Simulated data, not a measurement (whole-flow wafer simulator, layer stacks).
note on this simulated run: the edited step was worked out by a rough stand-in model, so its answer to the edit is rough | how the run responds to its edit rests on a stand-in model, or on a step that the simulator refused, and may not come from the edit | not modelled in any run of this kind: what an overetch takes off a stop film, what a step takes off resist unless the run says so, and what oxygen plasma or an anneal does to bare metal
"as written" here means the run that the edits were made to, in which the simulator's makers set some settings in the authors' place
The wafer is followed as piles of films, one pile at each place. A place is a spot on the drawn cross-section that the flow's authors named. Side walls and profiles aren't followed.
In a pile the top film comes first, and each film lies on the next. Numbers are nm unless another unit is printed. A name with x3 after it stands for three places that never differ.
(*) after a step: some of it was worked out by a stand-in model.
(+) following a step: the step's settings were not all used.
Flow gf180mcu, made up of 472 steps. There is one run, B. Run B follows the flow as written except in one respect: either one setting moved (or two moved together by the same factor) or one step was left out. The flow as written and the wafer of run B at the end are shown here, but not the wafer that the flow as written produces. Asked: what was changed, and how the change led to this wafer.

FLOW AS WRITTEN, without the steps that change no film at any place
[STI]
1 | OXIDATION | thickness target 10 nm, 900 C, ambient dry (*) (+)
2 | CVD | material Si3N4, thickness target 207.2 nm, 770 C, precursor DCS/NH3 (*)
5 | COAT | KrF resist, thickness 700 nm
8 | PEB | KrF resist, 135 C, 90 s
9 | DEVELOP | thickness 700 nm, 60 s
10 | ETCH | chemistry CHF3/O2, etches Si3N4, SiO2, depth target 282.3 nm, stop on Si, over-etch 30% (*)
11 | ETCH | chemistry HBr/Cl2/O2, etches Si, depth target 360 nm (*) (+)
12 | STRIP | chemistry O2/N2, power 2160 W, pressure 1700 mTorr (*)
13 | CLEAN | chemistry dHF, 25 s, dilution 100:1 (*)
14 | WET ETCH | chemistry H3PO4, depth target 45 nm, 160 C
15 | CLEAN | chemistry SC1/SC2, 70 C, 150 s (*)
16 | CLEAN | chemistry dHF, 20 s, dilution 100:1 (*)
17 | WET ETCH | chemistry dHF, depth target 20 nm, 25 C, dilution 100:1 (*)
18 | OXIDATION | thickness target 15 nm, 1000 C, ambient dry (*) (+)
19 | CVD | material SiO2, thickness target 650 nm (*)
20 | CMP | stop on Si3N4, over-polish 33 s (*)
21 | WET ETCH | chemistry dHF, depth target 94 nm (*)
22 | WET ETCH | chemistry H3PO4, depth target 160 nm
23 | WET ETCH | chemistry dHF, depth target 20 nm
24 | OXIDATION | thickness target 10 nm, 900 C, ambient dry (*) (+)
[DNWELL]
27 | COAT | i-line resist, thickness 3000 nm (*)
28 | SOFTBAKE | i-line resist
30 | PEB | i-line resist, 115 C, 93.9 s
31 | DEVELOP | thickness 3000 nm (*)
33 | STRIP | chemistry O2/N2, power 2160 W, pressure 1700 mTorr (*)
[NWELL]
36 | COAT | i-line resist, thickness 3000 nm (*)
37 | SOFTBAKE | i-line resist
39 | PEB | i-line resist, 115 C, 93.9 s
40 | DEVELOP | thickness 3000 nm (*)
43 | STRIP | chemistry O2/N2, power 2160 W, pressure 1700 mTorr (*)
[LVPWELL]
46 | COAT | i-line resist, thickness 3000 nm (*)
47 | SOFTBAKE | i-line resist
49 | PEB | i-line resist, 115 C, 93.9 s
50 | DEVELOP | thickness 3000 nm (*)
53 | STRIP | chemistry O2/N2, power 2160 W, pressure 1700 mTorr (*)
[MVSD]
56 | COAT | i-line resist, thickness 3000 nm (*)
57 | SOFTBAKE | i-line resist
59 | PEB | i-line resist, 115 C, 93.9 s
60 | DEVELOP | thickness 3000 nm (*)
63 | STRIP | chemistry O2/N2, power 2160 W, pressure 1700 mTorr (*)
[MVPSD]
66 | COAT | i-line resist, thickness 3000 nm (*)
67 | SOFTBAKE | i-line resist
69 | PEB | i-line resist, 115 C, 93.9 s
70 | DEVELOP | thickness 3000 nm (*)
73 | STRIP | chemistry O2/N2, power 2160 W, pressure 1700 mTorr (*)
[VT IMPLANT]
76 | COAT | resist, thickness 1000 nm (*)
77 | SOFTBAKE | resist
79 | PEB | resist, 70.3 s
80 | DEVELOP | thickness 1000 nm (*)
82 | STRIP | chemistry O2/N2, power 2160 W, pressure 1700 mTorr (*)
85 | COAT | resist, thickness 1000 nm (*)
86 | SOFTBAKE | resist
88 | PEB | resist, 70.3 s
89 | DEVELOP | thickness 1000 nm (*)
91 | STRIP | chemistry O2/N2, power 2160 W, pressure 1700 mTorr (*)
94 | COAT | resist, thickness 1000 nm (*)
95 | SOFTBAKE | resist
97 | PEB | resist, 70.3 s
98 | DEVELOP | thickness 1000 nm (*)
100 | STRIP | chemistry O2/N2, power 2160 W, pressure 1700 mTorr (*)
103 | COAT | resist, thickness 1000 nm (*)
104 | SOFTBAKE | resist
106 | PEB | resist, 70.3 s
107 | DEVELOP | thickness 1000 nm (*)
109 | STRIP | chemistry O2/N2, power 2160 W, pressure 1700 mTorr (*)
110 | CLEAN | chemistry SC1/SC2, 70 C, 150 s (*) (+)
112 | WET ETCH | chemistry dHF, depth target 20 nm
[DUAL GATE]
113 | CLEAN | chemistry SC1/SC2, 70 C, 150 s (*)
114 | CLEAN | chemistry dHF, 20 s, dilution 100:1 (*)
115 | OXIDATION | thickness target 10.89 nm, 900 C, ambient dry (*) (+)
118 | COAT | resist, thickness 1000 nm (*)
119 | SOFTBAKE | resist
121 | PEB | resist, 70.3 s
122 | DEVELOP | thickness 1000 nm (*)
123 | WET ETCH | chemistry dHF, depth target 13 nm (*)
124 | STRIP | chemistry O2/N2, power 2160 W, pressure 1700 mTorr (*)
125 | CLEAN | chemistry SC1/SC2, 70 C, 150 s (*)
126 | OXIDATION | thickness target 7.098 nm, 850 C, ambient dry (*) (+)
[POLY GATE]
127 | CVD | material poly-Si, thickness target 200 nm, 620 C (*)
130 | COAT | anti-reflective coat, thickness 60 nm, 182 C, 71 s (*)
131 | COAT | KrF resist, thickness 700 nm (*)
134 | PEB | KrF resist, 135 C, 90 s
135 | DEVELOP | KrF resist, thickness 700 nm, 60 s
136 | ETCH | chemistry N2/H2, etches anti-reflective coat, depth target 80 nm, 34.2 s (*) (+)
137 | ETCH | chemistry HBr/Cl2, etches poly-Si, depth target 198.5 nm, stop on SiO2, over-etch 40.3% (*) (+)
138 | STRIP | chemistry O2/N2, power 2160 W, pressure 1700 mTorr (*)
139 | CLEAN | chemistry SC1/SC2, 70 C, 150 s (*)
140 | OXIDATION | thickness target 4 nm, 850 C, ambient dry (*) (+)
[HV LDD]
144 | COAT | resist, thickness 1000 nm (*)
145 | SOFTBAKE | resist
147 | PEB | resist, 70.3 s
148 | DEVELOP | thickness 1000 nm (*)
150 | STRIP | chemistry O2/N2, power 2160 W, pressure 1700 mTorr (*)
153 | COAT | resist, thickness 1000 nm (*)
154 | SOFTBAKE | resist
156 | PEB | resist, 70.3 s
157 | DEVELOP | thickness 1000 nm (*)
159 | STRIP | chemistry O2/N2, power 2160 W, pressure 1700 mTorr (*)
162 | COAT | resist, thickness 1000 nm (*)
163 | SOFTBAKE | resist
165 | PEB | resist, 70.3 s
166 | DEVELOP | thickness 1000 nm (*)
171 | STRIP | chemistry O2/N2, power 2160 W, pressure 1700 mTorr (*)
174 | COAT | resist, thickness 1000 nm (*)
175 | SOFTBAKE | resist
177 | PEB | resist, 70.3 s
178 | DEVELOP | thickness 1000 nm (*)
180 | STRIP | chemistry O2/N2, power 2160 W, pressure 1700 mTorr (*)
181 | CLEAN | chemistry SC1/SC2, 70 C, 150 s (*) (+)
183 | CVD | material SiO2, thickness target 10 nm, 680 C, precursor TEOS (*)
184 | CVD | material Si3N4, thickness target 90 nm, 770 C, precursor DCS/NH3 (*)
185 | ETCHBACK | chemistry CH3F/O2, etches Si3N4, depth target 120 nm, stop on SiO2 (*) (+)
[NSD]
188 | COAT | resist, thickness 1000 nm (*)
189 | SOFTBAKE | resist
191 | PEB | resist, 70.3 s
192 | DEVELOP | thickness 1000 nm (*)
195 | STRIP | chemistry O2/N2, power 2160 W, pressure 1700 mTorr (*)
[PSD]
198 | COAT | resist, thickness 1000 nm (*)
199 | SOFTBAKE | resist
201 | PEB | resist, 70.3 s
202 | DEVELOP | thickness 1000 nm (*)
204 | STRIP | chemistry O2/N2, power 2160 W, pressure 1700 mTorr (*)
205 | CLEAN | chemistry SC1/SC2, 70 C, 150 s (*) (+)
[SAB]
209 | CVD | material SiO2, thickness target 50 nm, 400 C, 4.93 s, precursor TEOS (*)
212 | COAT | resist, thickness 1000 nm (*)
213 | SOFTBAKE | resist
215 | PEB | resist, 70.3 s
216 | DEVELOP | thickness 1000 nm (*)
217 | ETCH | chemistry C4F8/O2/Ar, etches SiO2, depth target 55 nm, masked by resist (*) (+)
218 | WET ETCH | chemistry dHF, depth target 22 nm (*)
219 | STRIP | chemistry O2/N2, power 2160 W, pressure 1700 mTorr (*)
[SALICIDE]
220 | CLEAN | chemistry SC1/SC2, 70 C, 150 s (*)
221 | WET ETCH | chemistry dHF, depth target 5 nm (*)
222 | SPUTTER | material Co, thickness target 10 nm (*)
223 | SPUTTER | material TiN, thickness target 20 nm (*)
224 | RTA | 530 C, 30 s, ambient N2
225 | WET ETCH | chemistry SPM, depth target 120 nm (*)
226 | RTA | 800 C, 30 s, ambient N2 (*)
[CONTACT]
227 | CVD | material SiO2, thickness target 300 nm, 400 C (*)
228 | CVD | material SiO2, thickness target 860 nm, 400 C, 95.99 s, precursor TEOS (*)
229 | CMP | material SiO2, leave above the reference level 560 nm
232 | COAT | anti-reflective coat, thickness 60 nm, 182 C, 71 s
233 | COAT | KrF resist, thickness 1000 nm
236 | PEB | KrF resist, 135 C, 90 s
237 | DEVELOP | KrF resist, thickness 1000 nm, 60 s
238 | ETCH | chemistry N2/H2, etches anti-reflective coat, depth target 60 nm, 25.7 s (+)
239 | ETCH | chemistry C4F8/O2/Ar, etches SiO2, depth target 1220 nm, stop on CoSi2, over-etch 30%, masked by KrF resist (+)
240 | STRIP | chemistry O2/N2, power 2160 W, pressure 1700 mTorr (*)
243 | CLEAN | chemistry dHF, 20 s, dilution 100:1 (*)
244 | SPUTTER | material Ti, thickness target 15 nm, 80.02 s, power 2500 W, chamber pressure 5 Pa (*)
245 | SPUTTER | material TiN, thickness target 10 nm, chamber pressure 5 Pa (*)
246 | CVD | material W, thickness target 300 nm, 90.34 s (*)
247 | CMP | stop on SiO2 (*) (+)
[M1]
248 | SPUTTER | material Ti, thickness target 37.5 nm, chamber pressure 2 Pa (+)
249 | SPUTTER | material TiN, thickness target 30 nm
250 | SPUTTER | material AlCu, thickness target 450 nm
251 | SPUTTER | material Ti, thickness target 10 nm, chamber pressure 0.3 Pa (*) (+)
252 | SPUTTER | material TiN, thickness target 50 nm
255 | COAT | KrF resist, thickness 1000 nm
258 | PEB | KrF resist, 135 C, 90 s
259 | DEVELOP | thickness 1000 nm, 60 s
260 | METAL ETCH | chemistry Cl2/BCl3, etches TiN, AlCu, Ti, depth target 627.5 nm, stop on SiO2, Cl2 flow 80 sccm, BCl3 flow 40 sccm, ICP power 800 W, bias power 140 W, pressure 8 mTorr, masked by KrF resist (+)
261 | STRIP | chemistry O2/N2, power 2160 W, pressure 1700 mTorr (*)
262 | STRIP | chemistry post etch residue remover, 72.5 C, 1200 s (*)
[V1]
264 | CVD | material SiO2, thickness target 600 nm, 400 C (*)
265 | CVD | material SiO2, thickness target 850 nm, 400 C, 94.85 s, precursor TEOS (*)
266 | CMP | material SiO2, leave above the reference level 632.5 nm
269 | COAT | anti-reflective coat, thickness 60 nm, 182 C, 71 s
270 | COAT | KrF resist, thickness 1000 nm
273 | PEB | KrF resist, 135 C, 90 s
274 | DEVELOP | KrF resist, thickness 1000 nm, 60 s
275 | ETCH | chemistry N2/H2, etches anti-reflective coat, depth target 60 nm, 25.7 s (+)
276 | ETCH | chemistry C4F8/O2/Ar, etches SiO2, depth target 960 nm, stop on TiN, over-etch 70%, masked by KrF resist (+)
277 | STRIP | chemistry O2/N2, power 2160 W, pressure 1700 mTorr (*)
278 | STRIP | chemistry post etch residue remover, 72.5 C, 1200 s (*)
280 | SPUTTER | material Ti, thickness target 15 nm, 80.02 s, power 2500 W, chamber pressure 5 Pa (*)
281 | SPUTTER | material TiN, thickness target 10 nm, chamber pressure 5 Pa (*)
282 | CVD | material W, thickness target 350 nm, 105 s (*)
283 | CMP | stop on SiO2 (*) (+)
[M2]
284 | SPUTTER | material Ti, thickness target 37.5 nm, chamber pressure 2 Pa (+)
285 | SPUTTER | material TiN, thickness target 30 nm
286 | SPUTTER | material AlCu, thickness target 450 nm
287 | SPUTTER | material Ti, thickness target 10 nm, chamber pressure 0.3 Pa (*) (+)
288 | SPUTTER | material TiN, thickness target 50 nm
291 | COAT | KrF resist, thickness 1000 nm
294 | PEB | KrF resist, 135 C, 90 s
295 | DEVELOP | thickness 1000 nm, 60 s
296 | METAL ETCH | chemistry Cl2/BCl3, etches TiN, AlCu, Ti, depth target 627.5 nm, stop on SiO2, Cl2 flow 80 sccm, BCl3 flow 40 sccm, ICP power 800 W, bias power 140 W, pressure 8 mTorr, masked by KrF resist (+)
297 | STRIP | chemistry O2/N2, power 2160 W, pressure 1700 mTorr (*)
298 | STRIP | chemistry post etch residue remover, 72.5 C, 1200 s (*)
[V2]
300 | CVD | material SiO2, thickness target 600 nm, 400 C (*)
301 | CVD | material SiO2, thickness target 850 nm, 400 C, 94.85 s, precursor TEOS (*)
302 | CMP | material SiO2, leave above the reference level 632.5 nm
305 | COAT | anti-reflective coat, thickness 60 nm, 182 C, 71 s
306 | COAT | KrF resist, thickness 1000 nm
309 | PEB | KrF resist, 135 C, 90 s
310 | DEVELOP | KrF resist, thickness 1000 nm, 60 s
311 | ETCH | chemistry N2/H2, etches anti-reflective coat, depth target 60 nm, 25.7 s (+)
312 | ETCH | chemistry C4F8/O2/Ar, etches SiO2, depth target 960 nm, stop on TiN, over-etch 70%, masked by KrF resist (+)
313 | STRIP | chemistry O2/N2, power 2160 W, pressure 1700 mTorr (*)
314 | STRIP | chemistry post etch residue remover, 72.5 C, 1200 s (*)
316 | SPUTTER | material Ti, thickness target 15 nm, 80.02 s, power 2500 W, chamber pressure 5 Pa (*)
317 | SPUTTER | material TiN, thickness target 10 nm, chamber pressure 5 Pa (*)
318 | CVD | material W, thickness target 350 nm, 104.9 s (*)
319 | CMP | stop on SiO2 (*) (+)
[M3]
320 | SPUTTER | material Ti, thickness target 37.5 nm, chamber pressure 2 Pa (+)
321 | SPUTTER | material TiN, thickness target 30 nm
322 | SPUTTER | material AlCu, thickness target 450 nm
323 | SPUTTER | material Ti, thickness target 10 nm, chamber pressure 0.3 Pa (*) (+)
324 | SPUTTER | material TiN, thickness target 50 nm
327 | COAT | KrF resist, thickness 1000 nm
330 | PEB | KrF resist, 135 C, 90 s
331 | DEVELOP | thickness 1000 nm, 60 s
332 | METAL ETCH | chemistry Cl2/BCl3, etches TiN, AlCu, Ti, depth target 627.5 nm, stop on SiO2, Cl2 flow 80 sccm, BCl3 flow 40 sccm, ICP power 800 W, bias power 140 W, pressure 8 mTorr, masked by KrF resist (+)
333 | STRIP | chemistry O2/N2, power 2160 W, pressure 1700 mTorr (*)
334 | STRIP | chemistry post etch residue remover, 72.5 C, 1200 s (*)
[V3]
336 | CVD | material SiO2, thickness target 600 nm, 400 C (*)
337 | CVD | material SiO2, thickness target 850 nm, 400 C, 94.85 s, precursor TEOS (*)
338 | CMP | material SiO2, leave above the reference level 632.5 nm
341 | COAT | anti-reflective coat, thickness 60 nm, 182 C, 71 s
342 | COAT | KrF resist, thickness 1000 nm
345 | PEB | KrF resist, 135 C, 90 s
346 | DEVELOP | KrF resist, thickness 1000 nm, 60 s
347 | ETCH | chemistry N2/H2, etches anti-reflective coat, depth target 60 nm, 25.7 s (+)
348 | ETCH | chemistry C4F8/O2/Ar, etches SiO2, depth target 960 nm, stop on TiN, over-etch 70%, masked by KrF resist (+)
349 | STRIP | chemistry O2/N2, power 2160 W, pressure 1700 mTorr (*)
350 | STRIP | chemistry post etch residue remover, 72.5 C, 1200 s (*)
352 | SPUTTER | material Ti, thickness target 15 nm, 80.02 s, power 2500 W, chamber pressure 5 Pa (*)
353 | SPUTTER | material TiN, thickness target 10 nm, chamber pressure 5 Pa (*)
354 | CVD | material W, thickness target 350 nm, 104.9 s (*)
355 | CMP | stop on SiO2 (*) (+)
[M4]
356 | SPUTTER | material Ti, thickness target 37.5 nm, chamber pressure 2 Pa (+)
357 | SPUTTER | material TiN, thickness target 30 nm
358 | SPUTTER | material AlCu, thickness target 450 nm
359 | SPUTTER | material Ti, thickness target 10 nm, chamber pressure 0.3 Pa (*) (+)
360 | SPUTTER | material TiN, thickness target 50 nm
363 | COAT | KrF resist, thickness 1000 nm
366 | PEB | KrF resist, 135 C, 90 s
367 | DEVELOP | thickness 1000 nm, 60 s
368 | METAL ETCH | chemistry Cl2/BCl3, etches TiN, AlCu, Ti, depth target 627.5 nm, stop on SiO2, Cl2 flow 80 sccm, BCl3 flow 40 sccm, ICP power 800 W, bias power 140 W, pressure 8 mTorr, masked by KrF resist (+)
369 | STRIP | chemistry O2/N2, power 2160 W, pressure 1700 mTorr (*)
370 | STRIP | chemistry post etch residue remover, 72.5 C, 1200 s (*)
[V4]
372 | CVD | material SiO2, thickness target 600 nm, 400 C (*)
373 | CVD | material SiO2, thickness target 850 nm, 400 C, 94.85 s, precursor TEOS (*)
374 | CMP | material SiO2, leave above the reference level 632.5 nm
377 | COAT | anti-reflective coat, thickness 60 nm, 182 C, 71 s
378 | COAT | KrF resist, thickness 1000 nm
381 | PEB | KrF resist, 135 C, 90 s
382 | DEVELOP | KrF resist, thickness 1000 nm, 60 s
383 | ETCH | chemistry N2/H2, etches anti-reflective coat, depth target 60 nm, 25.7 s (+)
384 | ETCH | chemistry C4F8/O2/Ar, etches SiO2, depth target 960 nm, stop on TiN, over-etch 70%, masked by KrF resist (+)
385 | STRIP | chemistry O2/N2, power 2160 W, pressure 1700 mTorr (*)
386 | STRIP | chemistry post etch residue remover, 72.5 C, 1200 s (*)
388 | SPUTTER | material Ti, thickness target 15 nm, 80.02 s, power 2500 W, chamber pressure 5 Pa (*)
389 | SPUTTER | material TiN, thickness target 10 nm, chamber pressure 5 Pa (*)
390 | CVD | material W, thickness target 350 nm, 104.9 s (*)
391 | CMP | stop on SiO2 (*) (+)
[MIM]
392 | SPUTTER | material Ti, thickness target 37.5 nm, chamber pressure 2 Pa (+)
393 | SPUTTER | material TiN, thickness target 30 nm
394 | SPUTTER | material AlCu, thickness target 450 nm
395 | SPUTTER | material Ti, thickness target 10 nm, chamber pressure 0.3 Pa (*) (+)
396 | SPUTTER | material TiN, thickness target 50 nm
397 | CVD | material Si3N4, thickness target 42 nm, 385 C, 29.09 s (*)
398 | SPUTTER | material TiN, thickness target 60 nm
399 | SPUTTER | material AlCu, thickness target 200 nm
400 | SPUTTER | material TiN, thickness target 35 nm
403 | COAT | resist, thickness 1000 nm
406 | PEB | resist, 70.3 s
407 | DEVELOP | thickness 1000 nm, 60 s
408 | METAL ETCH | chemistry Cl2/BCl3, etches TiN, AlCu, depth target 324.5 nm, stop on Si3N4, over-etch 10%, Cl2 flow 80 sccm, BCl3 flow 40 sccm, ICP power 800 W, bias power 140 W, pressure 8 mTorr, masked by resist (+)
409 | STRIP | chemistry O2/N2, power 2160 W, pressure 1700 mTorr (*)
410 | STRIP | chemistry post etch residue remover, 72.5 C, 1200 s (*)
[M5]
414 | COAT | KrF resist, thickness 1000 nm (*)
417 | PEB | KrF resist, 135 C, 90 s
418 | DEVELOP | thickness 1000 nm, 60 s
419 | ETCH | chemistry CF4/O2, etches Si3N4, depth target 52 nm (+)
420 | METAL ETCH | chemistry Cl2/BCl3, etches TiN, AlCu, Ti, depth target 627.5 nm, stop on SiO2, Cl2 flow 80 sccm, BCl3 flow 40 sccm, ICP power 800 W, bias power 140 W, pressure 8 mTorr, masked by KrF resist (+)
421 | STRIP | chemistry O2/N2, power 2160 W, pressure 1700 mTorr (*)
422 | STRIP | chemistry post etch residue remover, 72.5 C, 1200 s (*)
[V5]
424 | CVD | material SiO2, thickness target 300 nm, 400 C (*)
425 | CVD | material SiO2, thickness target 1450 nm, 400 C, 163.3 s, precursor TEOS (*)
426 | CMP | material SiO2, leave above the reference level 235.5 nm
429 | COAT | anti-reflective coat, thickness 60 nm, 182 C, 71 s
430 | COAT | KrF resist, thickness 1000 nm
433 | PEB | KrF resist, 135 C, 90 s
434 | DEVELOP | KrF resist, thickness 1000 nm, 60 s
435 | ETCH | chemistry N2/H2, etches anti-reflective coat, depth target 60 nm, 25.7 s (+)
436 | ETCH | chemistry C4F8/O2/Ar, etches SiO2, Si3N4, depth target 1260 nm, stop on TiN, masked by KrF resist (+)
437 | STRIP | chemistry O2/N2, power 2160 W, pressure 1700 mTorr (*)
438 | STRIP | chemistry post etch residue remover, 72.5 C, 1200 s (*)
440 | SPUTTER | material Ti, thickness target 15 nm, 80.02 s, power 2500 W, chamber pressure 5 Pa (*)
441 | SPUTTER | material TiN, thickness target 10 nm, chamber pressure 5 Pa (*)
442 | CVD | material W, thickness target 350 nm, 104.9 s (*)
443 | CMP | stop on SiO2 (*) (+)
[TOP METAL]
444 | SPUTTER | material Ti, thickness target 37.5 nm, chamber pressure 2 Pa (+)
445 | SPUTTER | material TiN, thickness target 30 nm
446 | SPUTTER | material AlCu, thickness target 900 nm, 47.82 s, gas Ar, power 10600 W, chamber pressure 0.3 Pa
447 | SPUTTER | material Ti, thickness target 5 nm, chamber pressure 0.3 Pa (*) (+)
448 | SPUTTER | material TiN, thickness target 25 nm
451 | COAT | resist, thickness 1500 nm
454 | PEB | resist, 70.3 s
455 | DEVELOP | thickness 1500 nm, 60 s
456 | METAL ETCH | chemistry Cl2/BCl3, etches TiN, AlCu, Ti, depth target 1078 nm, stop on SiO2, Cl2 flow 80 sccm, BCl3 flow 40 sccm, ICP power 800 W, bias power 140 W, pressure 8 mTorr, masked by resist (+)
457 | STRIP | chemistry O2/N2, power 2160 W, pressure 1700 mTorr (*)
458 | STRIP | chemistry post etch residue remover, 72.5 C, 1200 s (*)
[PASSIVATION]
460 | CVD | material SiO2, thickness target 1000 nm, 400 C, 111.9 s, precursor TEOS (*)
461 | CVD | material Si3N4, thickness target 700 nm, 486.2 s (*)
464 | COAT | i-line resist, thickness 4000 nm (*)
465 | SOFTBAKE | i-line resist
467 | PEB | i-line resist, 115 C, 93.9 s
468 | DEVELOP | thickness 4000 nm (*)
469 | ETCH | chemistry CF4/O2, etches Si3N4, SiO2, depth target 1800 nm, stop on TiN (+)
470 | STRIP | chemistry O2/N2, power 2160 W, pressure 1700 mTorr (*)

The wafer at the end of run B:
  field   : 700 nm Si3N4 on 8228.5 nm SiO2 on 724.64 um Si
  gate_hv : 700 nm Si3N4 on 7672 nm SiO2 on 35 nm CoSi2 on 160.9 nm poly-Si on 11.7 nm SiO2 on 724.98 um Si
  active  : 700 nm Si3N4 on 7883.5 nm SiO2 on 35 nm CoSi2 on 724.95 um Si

The reason: step 126, OXIDATION: 765 C was run, whereas the flow has 850 C.

The path from the change to this, step by step:
  126 | OXIDATION | thickness target 7.098 nm, 850 C, ambient dry (*) (+)
      field_sub__w1, field_sub__w3, field_sub__w4, field_sub__w5: nothing (in the flow as written it would be: +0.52 SiO2, -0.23 Si)
      m1: nothing (in the flow as written it would be: +0.54 SiO2, -0.24 Si)
      (as well as at 44 more places)
  130 | COAT | anti-reflective coat, thickness 60 nm, 182 C, 71 s (*)
      p_well, spacer, sd_n: +72.5 anti-reflective coat (new film) (in the flow as written it would be: +70.9 anti-reflective coat (new film))
      pplus_u: +68.5 anti-reflective coat (new film) (in the flow as written it would be: +67.1 anti-reflective coat (new film))
  136 | ETCH | chemistry N2/H2, etches anti-reflective coat, depth target 80 nm, 34.2 s (*) (+)
      p_well, spacer, sd_n: -72.5 anti-reflective coat (all of it), -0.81 poly-Si (in the flow as written it would be: -70.9 anti-reflective coat (all of it), -0.85 poly-Si)
      pplus_u: -68.5 anti-reflective coat (all of it), -0.91 poly-Si (in the flow as written it would be: -67.1 anti-reflective coat (all of it), -0.95 poly-Si)
  189 | SOFTBAKE | resist
      field__w9: -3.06 resist (in the flow as written it would be: +6.92 resist)
      active_hv: -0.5 resist (in the flow as written it would be: +2.68 resist)
      (as well as at 1 more place)
  199 | SOFTBAKE | resist
      field__w9: -3.06 resist (in the flow as written it would be: +6.92 resist)
      active_hv: -0.5 resist (in the flow as written it would be: +2.68 resist)
      (as well as at 1 more place)
  218 | WET ETCH | chemistry dHF, depth target 22 nm (*)
      active, p_well, sd_n, iso_ptap_pw, iso_ntap_nw, iso_ptap_sub, vpnp_e: -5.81 SiO2 (all of it) (in the flow as written it would be: -9.01 SiO2 (all of it))
      ldn_tap, ldn_src, ldn_drn, ldp_tap, ldp_src, ldp_drn, ldp_gr: -13.5 SiO2 (all of it) (in the flow as written it would be: -16 SiO2 (all of it))
      (as well as at 9 more places)
  223 | SPUTTER | material TiN, thickness target 20 nm (*)
      field__w12: +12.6 TiN (new film) (in the flow as written it would be: +12 TiN (new film))
  225 | WET ETCH | chemistry SPM, depth target 120 nm (*)
      field__w12: -12.6 TiN (all of it), -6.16 Co (all of it) (in the flow as written it would be: -12 TiN (all of it), -6.15 Co (all of it))
